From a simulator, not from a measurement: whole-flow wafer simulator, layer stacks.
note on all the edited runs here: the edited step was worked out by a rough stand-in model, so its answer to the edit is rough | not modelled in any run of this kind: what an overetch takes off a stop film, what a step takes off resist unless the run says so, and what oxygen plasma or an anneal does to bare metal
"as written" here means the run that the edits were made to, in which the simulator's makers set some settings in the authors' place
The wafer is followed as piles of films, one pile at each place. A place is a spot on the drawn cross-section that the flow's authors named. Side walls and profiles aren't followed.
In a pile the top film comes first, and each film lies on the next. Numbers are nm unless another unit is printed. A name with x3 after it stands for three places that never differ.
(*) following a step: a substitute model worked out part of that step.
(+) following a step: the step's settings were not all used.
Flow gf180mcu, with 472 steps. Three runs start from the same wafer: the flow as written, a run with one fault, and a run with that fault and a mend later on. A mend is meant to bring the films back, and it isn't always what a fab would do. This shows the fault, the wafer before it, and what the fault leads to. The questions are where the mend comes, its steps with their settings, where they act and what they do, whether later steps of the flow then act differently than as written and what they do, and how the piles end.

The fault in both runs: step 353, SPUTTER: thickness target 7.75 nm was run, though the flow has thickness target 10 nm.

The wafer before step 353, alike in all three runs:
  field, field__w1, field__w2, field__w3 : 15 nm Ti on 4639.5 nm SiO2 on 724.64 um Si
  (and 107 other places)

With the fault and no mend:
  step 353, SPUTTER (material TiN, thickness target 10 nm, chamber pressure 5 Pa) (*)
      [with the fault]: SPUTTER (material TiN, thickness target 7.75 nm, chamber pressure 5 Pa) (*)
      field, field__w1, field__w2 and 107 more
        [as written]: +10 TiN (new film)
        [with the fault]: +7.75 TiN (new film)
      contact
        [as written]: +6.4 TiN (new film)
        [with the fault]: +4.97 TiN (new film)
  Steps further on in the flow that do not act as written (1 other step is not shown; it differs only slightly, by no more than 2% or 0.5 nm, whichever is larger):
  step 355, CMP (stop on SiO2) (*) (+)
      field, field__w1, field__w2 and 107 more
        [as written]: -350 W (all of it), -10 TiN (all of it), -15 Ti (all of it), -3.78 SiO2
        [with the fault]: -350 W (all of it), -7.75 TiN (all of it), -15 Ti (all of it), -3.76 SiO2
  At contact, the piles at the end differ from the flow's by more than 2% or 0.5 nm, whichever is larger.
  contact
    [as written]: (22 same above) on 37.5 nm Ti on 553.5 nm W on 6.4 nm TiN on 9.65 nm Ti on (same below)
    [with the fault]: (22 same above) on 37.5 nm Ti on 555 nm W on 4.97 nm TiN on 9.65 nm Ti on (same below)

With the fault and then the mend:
  The mend follows step 353.
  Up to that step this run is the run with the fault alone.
  step 353a, SPUTTER (material TiN, thickness target 2.25 nm, chamber pressure 5 Pa) (*) (the flow's step 353 again, with other settings)
      field, field__w1, field__w2 and 107 more
        +2.25 TiN
      contact
        +1.44 TiN
  Later steps of the flow that are run all act as written at every place that is followed.
  At every place that both follow, the piles at the end match the flow's.
